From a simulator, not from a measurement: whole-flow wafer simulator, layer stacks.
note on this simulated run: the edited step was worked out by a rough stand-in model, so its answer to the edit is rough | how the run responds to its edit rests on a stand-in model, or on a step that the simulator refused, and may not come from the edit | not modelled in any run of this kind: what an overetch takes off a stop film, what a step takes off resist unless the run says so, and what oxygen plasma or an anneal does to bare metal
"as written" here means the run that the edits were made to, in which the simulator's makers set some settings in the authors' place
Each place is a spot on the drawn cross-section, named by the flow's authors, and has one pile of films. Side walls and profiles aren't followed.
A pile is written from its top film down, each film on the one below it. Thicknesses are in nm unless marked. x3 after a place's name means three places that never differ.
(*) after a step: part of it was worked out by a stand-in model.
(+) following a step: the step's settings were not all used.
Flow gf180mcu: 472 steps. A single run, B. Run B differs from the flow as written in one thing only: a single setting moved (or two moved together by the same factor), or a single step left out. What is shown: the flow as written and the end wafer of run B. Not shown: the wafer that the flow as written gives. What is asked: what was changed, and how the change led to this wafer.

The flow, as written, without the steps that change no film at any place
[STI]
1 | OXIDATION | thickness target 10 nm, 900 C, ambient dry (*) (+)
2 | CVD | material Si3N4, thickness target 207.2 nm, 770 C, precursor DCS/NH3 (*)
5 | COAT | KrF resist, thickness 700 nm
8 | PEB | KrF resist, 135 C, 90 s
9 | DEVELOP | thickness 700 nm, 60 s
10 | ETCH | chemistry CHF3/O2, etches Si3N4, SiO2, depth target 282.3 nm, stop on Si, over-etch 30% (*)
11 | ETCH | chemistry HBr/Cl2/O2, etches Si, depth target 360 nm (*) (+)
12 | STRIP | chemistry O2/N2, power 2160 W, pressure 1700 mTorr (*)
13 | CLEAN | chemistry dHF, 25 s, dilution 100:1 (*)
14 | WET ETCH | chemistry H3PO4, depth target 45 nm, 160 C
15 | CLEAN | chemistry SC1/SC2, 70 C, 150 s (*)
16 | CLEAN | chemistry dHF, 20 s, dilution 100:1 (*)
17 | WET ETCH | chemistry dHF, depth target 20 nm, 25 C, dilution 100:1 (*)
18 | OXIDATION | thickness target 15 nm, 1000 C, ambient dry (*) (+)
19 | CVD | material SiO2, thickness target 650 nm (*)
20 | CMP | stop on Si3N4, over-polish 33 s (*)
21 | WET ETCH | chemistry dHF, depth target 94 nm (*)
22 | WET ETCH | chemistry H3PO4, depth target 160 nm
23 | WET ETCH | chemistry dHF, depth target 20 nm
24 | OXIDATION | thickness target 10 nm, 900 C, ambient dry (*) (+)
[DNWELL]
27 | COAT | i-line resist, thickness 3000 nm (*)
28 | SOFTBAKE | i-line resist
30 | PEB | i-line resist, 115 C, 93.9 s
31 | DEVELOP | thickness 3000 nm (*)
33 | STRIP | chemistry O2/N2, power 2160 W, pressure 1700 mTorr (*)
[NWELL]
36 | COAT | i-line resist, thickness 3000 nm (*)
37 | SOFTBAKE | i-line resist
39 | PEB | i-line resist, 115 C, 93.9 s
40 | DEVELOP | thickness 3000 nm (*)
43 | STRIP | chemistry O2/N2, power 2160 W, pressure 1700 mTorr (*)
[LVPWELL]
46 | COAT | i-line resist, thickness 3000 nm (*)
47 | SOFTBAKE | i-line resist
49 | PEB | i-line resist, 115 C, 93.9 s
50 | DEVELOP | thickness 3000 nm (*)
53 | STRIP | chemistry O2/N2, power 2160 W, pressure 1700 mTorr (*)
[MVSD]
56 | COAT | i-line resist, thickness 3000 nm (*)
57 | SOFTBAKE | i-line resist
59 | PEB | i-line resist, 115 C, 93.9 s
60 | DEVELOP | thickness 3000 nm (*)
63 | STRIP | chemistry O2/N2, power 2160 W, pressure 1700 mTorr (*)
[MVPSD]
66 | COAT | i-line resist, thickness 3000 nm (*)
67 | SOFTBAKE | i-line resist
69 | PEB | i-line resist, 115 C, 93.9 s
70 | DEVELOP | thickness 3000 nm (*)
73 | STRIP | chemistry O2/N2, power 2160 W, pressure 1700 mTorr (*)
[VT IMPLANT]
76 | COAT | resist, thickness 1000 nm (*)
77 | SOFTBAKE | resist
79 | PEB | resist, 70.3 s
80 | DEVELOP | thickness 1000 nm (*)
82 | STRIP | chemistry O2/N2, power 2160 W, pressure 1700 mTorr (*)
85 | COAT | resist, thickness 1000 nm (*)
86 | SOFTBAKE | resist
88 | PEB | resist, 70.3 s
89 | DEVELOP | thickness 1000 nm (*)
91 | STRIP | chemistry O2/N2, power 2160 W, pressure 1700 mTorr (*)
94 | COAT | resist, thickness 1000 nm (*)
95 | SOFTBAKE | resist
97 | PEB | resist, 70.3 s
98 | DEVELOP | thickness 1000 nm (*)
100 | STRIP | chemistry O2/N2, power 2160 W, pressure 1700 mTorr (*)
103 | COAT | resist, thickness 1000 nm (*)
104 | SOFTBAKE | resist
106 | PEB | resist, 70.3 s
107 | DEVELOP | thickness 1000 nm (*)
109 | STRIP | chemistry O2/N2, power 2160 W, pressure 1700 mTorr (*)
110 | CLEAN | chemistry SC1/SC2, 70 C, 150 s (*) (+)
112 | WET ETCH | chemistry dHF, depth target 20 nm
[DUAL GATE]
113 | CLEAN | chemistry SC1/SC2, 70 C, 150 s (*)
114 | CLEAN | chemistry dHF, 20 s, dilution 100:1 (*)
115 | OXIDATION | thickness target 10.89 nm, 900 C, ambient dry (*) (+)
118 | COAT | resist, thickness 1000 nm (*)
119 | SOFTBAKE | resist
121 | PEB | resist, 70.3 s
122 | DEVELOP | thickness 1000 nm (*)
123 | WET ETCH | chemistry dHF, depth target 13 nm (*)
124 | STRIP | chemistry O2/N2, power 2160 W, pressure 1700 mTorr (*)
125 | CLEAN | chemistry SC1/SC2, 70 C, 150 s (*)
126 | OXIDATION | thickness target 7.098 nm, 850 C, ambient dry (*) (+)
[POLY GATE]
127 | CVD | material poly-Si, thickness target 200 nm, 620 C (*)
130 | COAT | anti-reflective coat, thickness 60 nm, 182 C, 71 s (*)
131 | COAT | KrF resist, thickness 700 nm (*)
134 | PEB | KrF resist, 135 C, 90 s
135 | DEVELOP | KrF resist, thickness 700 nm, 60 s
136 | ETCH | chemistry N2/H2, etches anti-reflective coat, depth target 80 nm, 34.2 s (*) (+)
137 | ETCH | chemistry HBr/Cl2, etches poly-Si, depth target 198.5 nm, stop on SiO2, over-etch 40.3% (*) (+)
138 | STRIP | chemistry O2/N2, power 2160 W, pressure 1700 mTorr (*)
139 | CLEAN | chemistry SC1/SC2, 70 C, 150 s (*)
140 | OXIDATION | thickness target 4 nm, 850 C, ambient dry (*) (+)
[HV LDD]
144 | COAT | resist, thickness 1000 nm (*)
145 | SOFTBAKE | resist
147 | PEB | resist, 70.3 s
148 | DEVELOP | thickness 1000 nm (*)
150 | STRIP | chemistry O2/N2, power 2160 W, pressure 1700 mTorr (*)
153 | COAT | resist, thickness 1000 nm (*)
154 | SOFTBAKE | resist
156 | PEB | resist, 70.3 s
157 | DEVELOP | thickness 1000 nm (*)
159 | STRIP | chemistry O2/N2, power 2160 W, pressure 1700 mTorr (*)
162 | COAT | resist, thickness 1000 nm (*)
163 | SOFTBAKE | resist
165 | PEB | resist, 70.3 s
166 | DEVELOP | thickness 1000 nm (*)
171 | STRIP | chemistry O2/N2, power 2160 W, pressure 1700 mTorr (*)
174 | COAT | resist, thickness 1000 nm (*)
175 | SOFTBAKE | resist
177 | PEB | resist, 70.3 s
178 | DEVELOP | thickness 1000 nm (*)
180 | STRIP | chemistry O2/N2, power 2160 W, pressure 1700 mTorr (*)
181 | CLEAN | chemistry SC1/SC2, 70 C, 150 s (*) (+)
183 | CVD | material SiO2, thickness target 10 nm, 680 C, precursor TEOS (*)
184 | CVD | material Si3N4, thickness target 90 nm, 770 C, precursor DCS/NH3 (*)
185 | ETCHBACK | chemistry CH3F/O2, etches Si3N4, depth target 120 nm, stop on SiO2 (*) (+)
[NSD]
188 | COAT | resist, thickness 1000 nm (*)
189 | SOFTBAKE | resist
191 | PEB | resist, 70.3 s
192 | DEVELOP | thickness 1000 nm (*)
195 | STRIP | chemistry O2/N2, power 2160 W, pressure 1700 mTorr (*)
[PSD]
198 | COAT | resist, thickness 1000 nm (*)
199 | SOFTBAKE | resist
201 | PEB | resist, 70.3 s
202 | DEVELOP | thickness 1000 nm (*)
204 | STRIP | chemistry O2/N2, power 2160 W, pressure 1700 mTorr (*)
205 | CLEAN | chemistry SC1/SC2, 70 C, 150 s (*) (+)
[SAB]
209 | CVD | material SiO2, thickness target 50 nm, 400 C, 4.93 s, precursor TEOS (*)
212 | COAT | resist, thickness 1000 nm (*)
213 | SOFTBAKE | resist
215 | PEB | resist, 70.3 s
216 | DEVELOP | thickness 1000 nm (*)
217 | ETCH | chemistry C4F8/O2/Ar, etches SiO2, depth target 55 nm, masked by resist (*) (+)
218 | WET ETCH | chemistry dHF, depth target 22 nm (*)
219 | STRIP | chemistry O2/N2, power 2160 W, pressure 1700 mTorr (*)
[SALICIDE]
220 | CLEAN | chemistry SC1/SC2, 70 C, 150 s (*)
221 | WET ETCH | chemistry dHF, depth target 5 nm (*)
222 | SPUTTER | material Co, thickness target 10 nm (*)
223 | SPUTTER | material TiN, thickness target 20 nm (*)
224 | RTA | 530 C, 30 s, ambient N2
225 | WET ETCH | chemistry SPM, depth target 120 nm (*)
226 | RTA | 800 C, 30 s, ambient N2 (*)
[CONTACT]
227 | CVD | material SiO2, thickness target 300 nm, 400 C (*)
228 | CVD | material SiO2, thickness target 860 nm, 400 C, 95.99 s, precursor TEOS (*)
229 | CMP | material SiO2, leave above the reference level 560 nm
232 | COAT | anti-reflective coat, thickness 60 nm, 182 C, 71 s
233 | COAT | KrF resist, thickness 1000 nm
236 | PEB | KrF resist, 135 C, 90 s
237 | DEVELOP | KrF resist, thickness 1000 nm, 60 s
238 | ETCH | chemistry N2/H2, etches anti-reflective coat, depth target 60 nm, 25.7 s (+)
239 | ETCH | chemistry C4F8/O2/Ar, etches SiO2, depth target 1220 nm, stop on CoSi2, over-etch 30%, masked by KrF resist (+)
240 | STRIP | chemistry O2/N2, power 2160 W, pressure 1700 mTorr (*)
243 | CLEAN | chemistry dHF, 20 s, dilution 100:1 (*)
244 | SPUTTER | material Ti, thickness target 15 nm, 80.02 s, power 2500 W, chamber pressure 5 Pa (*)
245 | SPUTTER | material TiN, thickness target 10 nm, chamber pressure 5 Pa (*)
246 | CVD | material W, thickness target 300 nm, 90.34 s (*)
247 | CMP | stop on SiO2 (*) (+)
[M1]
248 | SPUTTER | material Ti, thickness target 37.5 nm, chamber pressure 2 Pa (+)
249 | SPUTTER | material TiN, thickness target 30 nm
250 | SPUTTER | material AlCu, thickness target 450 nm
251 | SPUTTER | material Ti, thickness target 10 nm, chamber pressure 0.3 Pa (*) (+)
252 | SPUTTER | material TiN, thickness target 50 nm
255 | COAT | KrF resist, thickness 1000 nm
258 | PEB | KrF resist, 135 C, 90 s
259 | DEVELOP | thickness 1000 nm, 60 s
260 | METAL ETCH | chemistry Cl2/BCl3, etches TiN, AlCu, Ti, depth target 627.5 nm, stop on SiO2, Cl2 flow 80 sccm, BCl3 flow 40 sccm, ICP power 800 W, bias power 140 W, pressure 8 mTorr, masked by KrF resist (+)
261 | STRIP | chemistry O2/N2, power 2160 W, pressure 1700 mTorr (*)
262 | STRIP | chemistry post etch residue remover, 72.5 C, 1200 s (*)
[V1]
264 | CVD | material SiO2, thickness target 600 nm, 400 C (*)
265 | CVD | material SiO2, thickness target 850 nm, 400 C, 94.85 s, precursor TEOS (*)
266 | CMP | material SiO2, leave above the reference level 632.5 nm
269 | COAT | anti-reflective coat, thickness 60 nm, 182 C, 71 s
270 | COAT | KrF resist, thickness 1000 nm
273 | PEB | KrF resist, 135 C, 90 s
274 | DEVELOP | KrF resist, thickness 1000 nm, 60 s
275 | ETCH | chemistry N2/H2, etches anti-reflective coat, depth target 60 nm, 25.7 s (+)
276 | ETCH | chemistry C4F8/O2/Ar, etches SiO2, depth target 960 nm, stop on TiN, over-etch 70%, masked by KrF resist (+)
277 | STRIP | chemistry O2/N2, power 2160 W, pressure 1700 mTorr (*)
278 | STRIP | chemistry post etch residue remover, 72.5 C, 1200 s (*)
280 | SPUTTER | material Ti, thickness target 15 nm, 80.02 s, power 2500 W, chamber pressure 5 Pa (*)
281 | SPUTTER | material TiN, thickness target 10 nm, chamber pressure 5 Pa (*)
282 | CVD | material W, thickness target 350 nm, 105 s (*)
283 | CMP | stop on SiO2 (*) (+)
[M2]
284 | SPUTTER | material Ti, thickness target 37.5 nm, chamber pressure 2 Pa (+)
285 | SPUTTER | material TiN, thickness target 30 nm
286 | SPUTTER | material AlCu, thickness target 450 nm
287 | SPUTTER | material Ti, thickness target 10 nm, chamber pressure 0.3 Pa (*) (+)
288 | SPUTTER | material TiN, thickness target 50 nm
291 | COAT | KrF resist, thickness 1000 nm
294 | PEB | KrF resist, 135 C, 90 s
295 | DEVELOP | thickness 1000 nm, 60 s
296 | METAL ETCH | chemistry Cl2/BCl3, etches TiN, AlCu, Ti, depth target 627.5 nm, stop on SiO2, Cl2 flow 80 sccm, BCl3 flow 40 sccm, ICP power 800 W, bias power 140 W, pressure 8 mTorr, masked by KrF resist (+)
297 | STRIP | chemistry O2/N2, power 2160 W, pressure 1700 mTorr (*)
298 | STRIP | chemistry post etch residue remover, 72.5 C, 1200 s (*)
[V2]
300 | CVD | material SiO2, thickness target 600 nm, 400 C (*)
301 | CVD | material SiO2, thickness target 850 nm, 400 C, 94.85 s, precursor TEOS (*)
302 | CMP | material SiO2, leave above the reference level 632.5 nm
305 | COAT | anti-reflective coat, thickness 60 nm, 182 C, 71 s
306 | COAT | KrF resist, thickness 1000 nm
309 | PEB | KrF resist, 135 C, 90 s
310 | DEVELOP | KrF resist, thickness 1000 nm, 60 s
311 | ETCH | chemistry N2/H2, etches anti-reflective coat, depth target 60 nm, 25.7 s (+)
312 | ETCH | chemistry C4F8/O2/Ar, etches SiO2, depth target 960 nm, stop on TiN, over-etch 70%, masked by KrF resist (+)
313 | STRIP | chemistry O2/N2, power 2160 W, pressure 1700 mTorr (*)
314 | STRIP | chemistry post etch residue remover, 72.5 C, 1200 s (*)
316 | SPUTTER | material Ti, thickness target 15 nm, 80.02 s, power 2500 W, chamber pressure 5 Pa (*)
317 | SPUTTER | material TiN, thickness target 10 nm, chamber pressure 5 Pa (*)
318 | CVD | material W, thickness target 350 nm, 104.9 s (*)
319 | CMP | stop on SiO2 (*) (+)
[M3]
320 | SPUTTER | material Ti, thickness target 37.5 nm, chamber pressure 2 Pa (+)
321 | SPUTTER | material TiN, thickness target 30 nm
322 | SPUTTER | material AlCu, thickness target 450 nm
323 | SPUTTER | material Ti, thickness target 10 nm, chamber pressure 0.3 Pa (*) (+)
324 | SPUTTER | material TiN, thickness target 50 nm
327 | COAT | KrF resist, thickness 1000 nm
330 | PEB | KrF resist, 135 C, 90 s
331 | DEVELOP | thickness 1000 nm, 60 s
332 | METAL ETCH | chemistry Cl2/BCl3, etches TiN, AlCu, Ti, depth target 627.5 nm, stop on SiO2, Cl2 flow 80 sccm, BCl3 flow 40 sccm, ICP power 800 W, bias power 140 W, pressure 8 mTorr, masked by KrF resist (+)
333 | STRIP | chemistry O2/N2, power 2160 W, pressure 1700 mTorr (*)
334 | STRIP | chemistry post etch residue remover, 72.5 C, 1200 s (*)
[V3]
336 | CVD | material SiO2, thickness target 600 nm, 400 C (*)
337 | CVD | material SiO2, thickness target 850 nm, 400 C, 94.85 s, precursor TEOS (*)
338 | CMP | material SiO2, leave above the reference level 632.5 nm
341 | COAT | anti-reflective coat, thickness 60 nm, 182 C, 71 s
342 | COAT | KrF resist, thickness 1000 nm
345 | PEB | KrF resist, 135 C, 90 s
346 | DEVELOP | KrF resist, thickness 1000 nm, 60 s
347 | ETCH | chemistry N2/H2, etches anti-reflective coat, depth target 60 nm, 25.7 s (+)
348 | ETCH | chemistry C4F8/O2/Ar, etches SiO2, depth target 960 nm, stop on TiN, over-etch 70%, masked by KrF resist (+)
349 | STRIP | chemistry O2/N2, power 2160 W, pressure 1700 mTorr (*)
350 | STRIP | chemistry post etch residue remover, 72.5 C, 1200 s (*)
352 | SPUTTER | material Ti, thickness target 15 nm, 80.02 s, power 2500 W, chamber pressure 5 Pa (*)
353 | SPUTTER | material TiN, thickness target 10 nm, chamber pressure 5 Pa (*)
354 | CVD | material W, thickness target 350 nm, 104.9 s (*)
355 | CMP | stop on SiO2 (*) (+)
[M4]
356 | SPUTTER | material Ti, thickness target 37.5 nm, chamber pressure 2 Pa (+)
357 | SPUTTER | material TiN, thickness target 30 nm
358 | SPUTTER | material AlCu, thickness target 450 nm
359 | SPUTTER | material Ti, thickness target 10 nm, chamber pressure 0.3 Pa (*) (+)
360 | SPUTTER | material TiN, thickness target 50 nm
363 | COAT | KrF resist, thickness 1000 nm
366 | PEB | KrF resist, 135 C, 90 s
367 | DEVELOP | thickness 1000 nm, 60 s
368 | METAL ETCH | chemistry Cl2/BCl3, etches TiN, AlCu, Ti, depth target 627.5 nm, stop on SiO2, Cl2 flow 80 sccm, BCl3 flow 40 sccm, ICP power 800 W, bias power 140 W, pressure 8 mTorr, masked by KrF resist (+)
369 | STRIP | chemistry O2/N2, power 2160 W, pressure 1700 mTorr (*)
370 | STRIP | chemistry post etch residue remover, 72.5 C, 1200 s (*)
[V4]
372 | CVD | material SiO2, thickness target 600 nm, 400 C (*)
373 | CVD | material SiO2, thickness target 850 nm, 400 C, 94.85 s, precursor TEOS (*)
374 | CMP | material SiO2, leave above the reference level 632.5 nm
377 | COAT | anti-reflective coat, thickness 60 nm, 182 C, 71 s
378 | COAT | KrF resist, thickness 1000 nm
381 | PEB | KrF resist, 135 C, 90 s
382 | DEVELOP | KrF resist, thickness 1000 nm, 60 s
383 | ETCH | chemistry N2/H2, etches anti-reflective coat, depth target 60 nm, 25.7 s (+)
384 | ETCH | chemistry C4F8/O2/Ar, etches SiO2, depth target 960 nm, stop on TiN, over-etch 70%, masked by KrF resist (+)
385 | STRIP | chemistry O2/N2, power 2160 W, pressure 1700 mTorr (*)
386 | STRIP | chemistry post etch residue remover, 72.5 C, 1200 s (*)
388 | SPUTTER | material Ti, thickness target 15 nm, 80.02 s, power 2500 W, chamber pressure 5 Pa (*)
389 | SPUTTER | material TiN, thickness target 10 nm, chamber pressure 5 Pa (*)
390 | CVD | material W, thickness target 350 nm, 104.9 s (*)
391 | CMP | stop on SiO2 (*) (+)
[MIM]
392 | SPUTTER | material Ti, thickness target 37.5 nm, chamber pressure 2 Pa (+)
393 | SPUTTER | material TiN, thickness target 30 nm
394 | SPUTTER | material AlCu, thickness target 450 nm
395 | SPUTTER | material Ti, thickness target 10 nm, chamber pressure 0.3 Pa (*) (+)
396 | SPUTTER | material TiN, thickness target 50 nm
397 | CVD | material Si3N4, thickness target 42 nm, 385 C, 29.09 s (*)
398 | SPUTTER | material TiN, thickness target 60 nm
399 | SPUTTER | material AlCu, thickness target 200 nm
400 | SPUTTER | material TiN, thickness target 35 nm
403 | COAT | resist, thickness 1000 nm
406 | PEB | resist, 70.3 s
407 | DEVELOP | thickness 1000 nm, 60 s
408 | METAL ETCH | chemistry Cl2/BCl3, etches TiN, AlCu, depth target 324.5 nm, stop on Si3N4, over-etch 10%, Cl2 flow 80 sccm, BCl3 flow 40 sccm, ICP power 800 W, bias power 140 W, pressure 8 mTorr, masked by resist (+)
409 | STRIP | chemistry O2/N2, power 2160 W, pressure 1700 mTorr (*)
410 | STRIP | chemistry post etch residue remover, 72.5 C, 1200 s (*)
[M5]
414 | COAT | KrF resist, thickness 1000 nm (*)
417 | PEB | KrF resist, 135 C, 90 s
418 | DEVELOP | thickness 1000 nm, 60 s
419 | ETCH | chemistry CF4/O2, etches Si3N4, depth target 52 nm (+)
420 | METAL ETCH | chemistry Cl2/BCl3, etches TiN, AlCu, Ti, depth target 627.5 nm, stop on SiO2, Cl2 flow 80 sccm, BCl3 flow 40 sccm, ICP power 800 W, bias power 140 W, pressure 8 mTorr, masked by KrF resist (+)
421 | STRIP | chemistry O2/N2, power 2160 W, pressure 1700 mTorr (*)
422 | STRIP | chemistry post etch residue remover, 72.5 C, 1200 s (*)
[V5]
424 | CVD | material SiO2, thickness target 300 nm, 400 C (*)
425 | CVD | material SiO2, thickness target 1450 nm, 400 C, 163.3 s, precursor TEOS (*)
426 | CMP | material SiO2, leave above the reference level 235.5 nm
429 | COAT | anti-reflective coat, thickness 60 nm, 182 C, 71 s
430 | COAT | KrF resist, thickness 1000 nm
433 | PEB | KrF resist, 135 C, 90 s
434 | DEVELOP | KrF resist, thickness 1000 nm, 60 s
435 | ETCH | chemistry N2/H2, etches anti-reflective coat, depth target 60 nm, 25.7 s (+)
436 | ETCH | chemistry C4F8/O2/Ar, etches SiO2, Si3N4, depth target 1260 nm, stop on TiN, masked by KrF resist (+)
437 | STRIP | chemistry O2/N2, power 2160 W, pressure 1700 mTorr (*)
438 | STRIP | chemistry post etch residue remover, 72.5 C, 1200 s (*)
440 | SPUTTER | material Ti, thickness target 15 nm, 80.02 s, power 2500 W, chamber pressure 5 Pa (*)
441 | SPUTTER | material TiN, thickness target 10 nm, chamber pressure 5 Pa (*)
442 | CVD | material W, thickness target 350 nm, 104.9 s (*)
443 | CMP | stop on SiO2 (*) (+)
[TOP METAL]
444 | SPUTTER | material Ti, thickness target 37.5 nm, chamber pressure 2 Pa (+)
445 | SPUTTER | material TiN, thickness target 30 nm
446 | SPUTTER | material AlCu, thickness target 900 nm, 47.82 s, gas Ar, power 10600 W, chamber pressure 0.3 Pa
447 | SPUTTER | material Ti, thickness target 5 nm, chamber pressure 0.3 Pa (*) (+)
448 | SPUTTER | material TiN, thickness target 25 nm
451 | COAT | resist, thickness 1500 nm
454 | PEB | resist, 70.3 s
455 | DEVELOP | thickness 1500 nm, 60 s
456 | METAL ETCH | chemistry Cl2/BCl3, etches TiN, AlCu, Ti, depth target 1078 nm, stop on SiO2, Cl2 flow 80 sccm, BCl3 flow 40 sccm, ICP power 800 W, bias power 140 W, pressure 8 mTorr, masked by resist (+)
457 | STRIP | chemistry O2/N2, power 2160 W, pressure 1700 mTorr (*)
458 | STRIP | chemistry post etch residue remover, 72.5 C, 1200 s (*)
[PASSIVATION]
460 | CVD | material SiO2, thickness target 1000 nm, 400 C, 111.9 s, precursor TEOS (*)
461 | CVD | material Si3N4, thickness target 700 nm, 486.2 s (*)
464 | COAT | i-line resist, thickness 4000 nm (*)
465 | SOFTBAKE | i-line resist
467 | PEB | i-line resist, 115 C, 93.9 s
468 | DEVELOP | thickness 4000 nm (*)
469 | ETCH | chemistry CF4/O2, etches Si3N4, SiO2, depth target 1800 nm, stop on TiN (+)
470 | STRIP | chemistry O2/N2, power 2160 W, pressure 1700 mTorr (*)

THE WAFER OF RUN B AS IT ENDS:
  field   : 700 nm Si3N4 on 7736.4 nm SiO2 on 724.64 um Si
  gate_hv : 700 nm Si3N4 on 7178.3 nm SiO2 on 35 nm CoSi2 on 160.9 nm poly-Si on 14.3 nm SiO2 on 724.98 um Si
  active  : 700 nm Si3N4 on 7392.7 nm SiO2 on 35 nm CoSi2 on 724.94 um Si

What caused this: step 460, CVD: thickness target 500 nm was run, while the flow as written has thickness target 1000 nm; step 460, CVD: 55.97 s was run, where the flow has 111.9 s.

The path from the change to this, step by step:
  460 | CVD | material SiO2, thickness target 1000 nm, 400 C, 111.9 s, precursor TEOS (*)
      field, field__w1, field__w2 and 103 more: SiO2 gains 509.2 (it would be, as written: SiO2 gains 1000)
      field__w8, contact, m1, m1__w1, pad, m1_nw: SiO2 gains 509.2 (new film) (it would be, as written: SiO2 gains 1000 (new film))
  465 | SOFTBAKE | i-line resist
      gate: i-line resist loses 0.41 (it would be, as written: i-line resist gains 1.79)
      ld_acc_p, ld_fp_p, ld_drift_p: i-line resist gains 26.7 (it would be, as written: i-line resist gains 33.8)
      (also at 57 further places)
  469 | ETCH | chemistry CF4/O2, etches Si3N4, SiO2, depth target 1800 nm, stop on TiN (+)
      pad: Si3N4 loses 700 (all of it), SiO2 loses 509.2 (all of it) (it would be, as written: Si3N4 loses 700 (all of it), SiO2 loses 1000 (all of it))
